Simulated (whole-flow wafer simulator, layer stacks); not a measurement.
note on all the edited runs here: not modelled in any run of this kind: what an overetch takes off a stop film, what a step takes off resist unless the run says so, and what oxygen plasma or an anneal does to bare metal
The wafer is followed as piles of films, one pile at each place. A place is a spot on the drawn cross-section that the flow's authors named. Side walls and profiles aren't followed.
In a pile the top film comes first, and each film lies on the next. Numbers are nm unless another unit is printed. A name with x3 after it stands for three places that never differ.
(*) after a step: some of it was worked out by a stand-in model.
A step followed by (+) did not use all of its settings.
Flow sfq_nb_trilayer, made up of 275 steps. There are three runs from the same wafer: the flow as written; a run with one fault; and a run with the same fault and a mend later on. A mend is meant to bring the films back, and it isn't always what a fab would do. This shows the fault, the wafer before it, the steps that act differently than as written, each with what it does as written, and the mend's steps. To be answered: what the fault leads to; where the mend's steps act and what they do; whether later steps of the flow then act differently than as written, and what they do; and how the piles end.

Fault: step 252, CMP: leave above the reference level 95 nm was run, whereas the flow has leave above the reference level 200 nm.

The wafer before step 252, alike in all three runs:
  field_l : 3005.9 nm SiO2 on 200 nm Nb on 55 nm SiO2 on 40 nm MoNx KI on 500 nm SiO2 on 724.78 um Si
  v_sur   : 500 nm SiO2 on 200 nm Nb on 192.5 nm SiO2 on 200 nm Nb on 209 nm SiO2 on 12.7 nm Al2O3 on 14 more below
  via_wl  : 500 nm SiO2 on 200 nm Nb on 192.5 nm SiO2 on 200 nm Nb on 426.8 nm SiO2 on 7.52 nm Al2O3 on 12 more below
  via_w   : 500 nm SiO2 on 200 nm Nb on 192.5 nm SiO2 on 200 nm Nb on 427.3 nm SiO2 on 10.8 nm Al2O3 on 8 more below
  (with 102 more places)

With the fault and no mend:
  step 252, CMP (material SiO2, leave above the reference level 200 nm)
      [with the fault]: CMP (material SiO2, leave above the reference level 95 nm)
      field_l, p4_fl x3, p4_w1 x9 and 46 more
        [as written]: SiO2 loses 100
        [with the fault]: SiO2 loses 205
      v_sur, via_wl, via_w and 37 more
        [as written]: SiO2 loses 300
        [with the fault]: SiO2 loses 405
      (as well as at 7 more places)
  Later steps of the flow acting differently than as written (2 more steps, not shown, differ only slightly: by at most 2% or 0.5 nm, whichever is larger):
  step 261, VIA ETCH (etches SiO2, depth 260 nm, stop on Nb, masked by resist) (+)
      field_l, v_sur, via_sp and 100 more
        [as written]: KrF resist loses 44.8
        [with the fault]: KrF resist loses 24.5
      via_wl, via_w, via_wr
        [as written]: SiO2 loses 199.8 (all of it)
        [with the fault]: SiO2 loses 94.8 (all of it)
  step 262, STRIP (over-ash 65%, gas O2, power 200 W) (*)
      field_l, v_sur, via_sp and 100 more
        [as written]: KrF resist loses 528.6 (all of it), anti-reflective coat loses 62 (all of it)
        [with the fault]: KrF resist loses 548.9 (all of it), anti-reflective coat loses 62 (all of it)
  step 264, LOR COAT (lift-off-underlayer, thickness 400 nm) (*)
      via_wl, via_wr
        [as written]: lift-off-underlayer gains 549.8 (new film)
        [with the fault]: lift-off-underlayer gains 471.1 (new film)
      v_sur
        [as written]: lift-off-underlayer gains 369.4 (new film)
        [with the fault]: lift-off-underlayer gains 385.5 (new film)
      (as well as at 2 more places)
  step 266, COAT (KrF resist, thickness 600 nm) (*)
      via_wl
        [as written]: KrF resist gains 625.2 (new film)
        [with the fault]: KrF resist gains 612 (new film)
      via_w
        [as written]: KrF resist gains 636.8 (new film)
        [with the fault]: KrF resist gains 617.5 (new film)
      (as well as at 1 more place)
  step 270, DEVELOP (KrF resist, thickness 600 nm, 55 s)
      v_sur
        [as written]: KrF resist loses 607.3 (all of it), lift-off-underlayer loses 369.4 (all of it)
        [with the fault]: KrF resist loses 602.8 (all of it), lift-off-underlayer loses 385.5 (all of it)
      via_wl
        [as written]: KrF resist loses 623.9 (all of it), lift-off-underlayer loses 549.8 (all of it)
        [with the fault]: KrF resist loses 610.7 (all of it), lift-off-underlayer loses 471.1 (all of it)
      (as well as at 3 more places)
  At field_l, v_sur, via_sp and 100 more, the piles at the end differ from the flow's by more than 2% or 0.5 nm, whichever is larger.
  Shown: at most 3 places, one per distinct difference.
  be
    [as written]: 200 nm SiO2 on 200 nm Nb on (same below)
    [with the fault]: 95 nm SiO2 on 200 nm Nb on (same below)
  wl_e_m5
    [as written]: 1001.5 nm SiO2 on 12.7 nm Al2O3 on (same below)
    [with the fault]: 896.5 nm SiO2 on 12.7 nm Al2O3 on (same below)
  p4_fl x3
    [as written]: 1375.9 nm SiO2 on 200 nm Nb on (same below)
    [with the fault]: 1270.9 nm SiO2 on 200 nm Nb on (same below)

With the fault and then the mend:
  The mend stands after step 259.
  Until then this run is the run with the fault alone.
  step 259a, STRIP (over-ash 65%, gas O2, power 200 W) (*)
      field_l, v_sur, via_sp and 100 more
        KrF resist loses 625.1 (all of it), anti-reflective coat loses 62 (all of it)
      via_wl, via_w, via_wr
        anti-reflective coat loses 62 (all of it)
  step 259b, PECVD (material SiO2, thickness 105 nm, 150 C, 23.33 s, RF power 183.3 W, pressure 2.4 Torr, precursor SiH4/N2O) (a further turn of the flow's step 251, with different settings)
      field_l, v_sur, via_wl and 103 more
        SiO2 gains 105
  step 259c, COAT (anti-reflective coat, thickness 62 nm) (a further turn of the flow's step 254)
      field_l, v_sur, via_wl and 103 more
        anti-reflective coat gains 62 (new film)
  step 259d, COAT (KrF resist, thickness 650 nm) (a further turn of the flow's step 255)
      field_l, v_sur, via_wl and 103 more
        KrF resist gains 650 (new film)
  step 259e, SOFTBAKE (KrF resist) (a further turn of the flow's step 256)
      leaves every film unchanged at each place that is followed
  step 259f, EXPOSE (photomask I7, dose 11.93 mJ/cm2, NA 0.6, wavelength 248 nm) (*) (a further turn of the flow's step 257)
      leaves every film unchanged at each place that is followed
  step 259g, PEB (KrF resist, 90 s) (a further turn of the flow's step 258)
      field_l, v_sur, via_wl and 103 more
        KrF resist loses 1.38
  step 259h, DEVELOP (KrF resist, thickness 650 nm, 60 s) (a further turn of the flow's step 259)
      field_l, v_sur, via_sp and 100 more
        KrF resist loses 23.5
      via_wl, via_w, via_wr
        KrF resist loses 648.6 (all of it)
  None of the later steps of the flow acts differently than as written at any place that is followed.
  By the end, the piles equal the flow's at every place that both follow.
